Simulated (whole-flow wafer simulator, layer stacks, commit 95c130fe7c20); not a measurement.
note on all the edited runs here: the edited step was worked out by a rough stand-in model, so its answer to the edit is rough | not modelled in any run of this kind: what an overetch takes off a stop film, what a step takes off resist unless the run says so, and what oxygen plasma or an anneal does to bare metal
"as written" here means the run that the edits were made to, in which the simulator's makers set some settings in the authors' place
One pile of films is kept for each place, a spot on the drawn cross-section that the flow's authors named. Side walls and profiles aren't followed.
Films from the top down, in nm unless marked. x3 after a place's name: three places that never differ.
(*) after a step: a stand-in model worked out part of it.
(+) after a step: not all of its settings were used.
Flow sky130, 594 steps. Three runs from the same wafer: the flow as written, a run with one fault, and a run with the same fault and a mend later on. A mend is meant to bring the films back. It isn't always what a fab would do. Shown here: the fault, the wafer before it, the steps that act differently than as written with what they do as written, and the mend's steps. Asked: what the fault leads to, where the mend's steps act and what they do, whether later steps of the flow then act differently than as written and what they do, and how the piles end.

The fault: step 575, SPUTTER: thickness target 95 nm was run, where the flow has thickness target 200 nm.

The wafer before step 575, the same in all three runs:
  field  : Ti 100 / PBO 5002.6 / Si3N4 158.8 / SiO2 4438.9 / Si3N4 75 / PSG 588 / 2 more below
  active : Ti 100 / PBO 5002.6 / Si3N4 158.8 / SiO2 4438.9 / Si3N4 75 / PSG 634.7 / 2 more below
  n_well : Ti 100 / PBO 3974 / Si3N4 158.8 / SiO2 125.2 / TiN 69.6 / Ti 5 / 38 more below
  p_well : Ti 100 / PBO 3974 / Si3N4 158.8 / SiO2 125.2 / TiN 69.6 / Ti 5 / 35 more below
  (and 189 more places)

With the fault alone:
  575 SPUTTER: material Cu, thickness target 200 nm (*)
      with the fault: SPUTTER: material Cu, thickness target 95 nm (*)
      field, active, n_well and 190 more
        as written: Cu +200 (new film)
        with the fault: Cu +95 (new film)
  Later steps of the flow that act differently than as written (6 more steps differ only slightly, by at most 2% or 0.5 nm, whichever is larger, and aren't shown):
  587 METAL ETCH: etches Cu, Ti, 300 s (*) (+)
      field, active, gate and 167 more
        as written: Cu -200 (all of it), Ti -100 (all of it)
        with the fault: Cu -95 (all of it), Ti -100 (all of it)
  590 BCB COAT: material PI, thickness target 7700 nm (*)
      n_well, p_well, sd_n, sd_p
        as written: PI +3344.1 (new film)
        with the fault: PI +3449.1 (new film)
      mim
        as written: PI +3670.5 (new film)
        with the fault: PI +3770.8 (new film)
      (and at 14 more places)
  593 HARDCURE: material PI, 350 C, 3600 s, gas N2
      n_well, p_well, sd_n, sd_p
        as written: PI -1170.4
        with the fault: PI -1207.2
  At the end the piles differ from the flow's by more than 2% or 0.5 nm, whichever is larger, at n_well, p_well, sd_n and 20 more.
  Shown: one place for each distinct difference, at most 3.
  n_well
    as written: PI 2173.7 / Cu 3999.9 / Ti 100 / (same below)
    with the fault: PI 2241.9 / Cu 3894.9 / Ti 100 / (same below)
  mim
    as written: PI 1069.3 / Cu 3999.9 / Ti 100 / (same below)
    with the fault: PI 1167.6 / Cu 3894.9 / Ti 100 / (same below)
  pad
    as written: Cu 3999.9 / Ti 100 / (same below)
    with the fault: Cu 3894.9 / Ti 100 / (same below)

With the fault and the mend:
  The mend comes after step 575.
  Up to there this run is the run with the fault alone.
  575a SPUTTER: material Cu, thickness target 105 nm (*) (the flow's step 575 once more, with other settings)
      field, active, n_well and 190 more
        Cu +105
  No later step of the flow acts differently than as written at any place that is followed.
  At the end the piles are the same as the flow's at every place that both follow.
